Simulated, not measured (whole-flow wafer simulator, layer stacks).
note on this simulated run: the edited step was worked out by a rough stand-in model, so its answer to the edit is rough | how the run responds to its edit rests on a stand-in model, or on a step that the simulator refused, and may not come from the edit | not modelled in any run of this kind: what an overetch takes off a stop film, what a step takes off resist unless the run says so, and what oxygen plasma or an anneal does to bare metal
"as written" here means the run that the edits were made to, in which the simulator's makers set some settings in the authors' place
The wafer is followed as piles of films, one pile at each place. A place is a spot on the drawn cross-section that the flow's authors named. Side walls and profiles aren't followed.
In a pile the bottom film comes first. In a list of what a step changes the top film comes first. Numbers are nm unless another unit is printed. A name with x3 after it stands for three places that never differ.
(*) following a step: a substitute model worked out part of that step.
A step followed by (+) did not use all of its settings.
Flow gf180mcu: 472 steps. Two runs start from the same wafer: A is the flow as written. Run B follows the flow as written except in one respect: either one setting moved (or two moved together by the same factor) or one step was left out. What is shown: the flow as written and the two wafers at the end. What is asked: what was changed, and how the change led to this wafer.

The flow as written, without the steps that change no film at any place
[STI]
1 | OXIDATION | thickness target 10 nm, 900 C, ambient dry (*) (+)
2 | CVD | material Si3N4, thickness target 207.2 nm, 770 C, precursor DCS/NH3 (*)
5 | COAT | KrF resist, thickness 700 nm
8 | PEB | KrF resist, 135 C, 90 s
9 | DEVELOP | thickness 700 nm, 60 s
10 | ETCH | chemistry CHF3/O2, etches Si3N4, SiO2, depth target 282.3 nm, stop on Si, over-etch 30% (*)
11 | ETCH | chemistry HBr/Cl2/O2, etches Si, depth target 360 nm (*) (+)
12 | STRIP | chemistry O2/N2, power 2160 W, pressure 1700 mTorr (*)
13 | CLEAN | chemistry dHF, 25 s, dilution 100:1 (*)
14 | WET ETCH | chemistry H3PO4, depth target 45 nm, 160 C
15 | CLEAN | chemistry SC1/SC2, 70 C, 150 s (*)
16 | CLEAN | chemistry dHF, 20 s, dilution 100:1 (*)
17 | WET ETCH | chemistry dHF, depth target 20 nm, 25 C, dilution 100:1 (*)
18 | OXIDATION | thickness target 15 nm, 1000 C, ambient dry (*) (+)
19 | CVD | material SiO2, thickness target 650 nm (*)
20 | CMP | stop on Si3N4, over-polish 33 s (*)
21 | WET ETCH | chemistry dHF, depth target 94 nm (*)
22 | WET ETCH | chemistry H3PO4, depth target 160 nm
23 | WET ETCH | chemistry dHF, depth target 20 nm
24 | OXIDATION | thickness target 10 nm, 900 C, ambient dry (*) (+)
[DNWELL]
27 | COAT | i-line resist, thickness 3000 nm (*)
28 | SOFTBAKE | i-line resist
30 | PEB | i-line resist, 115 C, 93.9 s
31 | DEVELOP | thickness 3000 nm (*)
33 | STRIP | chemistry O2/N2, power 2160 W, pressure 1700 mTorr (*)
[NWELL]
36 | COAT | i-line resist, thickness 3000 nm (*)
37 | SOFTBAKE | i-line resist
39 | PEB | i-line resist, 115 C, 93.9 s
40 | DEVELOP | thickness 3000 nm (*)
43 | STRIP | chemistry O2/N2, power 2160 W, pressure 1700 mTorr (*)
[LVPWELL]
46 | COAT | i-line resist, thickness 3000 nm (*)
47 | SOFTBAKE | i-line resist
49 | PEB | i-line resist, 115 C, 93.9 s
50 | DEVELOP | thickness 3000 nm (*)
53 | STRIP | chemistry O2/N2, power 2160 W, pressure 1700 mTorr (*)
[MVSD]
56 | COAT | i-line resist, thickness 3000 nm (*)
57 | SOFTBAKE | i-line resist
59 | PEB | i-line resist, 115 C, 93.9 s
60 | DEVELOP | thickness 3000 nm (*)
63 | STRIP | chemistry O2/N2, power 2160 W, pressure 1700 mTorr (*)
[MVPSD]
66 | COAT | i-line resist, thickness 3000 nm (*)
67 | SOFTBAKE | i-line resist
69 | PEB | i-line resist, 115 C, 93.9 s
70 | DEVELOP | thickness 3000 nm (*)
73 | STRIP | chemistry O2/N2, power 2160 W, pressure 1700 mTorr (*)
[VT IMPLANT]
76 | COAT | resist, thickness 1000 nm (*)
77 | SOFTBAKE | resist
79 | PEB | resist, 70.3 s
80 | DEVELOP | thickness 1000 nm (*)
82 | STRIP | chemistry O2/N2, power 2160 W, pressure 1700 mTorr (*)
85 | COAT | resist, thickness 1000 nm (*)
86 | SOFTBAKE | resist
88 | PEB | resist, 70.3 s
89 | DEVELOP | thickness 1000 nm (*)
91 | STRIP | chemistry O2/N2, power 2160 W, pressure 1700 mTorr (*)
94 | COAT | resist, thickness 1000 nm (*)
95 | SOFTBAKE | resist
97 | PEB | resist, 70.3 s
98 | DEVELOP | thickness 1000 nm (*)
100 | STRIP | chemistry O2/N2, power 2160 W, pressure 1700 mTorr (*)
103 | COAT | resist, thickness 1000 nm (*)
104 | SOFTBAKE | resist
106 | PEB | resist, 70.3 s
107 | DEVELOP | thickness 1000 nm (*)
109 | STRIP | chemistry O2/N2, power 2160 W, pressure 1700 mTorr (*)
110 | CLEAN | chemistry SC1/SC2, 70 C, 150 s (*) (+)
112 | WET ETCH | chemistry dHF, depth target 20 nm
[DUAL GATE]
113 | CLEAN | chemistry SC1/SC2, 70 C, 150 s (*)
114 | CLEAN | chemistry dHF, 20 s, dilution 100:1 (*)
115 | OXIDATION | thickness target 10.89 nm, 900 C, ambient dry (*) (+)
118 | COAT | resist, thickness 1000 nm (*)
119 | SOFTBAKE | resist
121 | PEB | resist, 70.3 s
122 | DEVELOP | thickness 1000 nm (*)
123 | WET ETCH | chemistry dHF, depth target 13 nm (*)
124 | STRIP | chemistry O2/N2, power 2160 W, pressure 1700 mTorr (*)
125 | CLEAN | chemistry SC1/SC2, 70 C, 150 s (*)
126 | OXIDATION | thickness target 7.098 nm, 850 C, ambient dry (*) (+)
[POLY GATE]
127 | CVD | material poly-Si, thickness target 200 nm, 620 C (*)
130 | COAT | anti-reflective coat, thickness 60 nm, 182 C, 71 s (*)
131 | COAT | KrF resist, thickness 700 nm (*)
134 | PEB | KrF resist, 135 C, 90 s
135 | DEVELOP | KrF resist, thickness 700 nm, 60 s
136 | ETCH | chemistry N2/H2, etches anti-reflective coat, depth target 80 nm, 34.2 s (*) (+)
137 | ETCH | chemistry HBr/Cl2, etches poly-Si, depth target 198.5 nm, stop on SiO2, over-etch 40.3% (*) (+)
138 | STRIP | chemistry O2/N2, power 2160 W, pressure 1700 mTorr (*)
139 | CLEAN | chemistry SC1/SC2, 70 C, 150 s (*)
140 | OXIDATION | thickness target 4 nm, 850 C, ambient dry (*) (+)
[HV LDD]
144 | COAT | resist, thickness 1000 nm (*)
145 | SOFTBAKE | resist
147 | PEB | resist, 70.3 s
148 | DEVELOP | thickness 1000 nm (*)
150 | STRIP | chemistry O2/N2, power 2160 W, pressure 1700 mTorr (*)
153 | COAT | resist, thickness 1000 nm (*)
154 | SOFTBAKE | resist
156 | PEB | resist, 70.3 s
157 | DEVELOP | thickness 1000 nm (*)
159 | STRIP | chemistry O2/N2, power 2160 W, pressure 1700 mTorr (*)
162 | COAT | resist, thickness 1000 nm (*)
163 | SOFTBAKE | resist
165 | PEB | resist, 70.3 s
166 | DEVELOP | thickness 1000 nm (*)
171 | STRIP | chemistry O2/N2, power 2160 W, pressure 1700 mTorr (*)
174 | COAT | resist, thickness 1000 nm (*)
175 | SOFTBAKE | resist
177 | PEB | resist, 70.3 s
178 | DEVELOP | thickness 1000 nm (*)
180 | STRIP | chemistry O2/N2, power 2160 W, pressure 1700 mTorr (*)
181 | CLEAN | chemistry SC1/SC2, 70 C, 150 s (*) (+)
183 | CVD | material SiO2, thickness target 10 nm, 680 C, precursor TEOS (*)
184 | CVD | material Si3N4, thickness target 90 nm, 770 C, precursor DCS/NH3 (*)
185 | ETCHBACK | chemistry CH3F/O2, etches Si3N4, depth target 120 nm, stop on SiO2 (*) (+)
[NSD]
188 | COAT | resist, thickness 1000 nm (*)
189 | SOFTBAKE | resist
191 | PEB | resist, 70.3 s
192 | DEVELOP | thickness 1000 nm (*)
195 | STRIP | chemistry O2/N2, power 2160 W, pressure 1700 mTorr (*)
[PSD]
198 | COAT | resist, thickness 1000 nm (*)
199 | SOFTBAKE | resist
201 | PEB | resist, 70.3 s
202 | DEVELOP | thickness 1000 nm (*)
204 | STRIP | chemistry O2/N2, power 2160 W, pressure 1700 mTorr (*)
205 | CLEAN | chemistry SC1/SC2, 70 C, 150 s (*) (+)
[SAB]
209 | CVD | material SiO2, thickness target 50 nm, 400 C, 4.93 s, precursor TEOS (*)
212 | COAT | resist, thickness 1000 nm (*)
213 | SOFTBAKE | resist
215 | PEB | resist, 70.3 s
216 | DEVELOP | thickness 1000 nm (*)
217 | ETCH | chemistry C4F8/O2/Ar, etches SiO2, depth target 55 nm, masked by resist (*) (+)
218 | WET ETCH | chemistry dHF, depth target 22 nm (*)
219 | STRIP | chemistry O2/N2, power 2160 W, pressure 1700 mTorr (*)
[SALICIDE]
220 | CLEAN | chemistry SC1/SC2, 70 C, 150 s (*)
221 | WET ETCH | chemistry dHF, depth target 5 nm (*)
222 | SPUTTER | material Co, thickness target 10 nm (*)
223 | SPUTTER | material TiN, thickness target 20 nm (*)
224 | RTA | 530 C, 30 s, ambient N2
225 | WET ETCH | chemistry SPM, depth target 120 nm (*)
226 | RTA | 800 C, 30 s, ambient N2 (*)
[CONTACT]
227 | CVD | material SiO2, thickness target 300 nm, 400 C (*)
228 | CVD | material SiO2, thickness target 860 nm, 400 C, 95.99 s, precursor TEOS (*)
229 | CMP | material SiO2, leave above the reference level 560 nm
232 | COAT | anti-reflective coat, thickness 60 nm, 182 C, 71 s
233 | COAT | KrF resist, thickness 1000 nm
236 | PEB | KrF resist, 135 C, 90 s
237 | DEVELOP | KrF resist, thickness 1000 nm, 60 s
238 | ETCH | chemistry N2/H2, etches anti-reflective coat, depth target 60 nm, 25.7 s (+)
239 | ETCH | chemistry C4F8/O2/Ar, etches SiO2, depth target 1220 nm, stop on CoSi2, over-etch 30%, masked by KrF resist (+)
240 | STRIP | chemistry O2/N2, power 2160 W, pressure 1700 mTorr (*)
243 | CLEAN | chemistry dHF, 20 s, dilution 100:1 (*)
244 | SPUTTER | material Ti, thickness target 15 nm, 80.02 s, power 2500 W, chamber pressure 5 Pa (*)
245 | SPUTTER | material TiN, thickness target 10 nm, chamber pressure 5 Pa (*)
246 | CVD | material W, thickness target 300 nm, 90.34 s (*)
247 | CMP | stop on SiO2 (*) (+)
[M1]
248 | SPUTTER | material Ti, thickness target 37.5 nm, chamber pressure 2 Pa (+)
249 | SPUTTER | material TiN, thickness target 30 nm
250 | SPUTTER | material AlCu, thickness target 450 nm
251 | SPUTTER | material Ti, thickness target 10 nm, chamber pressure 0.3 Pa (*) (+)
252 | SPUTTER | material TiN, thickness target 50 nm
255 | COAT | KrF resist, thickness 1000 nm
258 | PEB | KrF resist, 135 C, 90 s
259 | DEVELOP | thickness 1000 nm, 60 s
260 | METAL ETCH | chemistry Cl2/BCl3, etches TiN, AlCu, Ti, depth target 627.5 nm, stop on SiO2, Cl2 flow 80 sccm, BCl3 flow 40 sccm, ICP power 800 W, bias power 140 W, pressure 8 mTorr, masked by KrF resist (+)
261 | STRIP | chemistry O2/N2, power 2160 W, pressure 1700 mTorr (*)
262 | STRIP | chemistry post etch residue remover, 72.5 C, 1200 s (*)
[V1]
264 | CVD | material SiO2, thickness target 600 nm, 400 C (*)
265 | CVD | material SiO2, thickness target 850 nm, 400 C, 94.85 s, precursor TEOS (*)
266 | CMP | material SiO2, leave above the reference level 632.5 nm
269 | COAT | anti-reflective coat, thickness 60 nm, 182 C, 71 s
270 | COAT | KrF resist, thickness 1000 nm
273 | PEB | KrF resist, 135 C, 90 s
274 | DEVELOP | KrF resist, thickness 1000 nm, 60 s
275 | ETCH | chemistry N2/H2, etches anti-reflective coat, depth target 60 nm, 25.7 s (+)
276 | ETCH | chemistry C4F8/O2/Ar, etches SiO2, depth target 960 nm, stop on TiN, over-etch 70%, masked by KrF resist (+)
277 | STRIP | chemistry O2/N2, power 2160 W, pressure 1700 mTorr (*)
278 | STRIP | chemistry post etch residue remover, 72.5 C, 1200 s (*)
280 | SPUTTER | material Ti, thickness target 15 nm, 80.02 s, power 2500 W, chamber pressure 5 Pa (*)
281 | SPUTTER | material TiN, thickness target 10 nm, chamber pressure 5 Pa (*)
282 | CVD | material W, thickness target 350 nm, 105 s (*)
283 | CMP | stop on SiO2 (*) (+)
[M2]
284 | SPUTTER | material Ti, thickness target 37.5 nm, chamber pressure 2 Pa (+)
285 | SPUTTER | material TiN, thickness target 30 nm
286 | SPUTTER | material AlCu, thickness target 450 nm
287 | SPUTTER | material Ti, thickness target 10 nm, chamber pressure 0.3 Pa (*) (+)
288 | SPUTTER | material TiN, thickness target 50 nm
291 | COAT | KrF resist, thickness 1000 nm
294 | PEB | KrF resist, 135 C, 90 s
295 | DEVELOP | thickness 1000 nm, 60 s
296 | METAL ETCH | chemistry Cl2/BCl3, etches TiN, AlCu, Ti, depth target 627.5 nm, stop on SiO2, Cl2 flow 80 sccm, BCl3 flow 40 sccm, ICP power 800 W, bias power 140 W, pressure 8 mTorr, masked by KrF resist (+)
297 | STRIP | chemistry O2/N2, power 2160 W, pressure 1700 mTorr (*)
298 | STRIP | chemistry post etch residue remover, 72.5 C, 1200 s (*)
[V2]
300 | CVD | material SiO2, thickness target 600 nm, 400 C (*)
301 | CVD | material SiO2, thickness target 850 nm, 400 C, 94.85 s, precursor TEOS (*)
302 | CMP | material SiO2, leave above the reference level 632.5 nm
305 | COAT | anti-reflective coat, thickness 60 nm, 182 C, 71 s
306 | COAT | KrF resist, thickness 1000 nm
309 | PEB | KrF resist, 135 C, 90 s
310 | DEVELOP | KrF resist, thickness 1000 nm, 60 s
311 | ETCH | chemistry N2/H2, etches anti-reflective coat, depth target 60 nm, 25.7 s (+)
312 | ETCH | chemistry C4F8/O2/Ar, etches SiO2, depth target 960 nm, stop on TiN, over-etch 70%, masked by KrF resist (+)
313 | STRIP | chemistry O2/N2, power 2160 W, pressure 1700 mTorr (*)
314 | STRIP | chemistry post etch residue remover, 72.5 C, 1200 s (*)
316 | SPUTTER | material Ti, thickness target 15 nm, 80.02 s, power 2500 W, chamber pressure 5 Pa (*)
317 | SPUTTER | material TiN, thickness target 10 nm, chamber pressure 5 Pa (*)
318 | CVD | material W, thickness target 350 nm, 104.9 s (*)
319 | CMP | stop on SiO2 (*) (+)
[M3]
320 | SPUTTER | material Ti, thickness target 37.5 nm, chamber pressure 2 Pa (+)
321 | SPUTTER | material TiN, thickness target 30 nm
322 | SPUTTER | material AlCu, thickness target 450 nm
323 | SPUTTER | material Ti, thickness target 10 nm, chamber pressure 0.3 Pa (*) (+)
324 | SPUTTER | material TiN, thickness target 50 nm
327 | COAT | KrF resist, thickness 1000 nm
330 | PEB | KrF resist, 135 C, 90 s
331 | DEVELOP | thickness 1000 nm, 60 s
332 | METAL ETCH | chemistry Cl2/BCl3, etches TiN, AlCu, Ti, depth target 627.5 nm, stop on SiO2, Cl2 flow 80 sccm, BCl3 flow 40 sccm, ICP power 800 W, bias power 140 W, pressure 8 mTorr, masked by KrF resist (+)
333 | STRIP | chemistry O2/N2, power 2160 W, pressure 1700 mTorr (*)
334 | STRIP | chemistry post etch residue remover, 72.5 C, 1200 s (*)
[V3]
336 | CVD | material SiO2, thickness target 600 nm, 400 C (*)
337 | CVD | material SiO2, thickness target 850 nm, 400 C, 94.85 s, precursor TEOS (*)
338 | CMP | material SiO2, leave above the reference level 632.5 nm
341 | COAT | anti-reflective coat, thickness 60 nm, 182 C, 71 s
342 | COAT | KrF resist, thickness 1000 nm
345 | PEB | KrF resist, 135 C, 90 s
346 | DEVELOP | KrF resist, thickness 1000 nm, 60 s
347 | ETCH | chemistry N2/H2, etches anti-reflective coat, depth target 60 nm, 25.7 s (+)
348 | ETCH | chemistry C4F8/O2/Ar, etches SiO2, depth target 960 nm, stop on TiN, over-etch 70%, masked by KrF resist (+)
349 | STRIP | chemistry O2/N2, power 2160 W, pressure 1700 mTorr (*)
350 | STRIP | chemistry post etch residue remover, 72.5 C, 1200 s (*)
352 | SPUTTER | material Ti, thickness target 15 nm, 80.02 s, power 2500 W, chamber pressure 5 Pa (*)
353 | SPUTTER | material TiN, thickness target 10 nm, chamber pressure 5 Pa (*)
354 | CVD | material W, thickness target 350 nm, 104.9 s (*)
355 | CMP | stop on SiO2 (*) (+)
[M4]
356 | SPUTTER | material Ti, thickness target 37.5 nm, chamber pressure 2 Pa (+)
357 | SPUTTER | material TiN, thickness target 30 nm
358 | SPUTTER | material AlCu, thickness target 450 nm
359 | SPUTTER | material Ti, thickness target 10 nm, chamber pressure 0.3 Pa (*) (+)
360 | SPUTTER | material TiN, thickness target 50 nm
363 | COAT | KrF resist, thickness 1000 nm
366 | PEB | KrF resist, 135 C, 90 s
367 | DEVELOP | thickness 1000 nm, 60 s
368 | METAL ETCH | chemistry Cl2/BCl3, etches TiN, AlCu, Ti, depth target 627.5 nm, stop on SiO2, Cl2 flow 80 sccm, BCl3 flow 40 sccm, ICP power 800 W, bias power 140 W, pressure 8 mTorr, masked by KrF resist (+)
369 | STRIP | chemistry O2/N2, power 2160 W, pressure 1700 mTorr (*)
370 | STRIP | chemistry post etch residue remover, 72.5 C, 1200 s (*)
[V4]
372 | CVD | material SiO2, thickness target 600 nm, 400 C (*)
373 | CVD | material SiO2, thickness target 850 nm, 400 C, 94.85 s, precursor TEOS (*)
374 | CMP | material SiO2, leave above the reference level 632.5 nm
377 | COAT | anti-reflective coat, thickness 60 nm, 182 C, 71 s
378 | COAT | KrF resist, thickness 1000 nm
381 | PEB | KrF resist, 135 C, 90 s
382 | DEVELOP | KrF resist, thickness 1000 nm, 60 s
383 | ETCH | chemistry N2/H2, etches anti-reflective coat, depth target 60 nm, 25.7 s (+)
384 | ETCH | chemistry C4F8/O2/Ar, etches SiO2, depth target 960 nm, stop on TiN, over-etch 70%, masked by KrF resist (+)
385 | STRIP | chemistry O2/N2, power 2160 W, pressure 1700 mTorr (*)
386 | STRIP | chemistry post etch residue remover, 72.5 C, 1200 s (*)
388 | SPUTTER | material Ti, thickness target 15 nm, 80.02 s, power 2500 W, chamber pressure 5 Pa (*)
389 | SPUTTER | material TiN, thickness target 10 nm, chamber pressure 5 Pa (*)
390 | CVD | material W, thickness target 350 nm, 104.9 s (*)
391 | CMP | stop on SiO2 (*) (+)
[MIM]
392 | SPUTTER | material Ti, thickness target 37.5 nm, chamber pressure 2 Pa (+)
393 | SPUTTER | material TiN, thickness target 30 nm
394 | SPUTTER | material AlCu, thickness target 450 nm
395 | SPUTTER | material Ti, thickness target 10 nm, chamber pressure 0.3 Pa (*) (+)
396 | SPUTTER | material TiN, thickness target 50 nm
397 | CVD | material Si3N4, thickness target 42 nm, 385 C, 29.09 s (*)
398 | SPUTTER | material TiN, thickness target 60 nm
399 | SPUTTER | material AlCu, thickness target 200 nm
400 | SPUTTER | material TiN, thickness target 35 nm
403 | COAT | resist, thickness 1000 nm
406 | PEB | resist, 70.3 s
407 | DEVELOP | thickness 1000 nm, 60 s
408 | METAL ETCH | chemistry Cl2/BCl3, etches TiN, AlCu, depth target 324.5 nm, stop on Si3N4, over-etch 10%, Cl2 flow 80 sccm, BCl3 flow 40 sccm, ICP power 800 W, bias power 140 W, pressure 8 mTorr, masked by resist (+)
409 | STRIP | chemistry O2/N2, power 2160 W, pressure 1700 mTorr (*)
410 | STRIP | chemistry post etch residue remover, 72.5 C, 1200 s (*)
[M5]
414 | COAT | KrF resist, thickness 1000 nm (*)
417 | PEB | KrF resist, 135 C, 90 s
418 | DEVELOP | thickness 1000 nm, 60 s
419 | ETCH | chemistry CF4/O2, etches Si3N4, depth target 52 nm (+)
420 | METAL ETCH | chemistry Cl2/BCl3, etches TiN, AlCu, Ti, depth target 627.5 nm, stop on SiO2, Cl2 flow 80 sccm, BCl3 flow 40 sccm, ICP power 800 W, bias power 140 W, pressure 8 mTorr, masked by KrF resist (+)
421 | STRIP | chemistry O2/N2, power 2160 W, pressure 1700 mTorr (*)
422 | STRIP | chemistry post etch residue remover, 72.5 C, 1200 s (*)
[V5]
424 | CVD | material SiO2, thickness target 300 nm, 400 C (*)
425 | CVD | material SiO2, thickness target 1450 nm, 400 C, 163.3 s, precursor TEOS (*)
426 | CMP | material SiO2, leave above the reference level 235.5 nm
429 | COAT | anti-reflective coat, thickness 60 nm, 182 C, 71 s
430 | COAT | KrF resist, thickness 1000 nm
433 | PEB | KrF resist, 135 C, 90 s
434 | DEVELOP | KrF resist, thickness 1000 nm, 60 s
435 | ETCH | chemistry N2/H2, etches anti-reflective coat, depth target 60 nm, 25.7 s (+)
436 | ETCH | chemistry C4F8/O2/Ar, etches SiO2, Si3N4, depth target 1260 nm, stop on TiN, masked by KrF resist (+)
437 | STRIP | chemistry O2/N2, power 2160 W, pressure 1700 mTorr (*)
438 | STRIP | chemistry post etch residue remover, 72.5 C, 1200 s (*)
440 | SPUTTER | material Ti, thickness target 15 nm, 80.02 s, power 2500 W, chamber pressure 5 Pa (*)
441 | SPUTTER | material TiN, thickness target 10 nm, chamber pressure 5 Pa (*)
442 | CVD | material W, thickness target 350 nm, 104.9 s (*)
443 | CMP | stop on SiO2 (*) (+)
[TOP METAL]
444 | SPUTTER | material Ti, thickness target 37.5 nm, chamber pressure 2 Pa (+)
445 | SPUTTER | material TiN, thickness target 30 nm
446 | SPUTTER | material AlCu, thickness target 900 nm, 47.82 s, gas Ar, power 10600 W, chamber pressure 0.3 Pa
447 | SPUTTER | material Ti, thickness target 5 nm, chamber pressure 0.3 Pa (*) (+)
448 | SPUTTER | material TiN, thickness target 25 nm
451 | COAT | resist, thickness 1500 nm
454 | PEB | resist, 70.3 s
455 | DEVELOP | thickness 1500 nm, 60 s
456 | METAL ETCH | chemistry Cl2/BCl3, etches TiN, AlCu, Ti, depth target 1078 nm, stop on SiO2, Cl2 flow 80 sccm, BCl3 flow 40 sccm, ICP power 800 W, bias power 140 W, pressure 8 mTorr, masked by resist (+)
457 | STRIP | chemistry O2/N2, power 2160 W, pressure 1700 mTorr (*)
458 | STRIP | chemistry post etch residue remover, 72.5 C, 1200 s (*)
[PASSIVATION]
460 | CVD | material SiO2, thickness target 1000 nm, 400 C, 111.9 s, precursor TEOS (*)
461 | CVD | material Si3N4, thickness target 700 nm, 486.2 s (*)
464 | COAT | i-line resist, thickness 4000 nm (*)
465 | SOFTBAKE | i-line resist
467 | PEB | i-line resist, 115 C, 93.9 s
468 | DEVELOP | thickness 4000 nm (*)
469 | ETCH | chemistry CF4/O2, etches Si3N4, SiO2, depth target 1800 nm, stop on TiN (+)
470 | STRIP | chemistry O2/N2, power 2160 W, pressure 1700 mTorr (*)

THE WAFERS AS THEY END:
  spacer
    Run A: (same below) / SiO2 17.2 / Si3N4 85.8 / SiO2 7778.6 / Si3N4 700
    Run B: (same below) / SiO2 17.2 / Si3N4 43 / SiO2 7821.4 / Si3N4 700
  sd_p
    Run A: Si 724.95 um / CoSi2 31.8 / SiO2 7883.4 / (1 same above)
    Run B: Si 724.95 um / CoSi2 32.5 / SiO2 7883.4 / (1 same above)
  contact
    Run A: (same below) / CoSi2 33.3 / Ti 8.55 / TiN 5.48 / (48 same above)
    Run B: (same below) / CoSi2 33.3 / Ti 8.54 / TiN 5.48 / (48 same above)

The reason: step 184, CVD: thickness target 47.2 nm was run, though the flow has thickness target 90 nm.

Step by step, how the change led to this:
  184 | CVD | material Si3N4, thickness target 90 nm, 770 C, precursor DCS/NH3 (*)
      field, field__w1, field__w2 and 101 more: A +90 Si3N4 (new film) | B +47.2 Si3N4 (new film)
  185 | ETCHBACK | chemistry CH3F/O2, etches Si3N4, depth target 120 nm, stop on SiO2 (*) (+)
      field, field__w1, field__w2 and 100 more: A -90 Si3N4 (all of it), -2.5 SiO2 | B -47.2 Si3N4 (all of it), -6.07 SiO2
  188 | COAT | resist, thickness 1000 nm (*)
      spacer: A +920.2 resist (new film) | B +959.2 resist (new film)
  189 | SOFTBAKE | resist
      ld_drn_p: A -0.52 resist | B nothing
      field__w1: A +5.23 resist | B +4.7 resist
      (also at 23 further places)
  191 | PEB | resist, 70.3 s
      spacer: A -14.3 resist | B -15.2 resist
  192 | DEVELOP | thickness 1000 nm (*)
      spacer: A -905.9 resist (all of it) | B -943.9 resist (all of it)
  198 | COAT | resist, thickness 1000 nm (*)
      spacer: A +920.2 resist (new film) | B +959.2 resist (new film)
  199 | SOFTBAKE | resist
      ld_drn_p: A -0.52 resist | B nothing
      field__w1: A +5.23 resist | B +4.7 resist
      (also at 23 further places)
  201 | PEB | resist, 70.3 s
      spacer: A -14.3 resist | B -15.2 resist
  204 | STRIP | chemistry O2/N2, power 2160 W, pressure 1700 mTorr (*)
      spacer: A -905.9 resist (all of it) | B -943.9 resist (all of it)
  212 | COAT | resist, thickness 1000 nm (*)
      spacer: A +919.4 resist (new film) | B +958.3 resist (new film)
  213 | SOFTBAKE | resist
      field__w9: A -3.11 resist | B +6.5 resist
      field__w5: A +7.65 resist | B +6.75 resist
      (also at 18 further places)
  215 | PEB | resist, 70.3 s
      spacer: A -14.3 resist | B -15.2 resist
  216 | DEVELOP | thickness 1000 nm (*)
      spacer: A -905.1 resist (all of it) | B -943.1 resist (all of it)
  218 | WET ETCH | chemistry dHF, depth target 22 nm (*)
      gate, gate_hv, gate_p and 23 more: A -5.48 SiO2 (all of it) | B -1.91 SiO2 (all of it)
      active, p_well, sd_n, iso_ptap_pw, iso_ntap_nw, iso_ptap_sub, vpnp_e: A -9.01 SiO2 (all of it) | B -5.44 SiO2 (all of it)
      (also at 16 further places)
  222 | SPUTTER | material Co, thickness target 10 nm (*)
      field__w2: A +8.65 Co (new film) | B +9.27 Co (new film)
      field__w3: A +8.06 Co (new film) | B +8.89 Co (new film)
      (also at 4 further places)
  ... another 4 steps ...
  229 | CMP | material SiO2, leave above the reference level 560 nm
      spacer: A -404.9 SiO2 | B -362.1 SiO2
      mim: A -221.5 SiO2 | B -216.9 SiO2
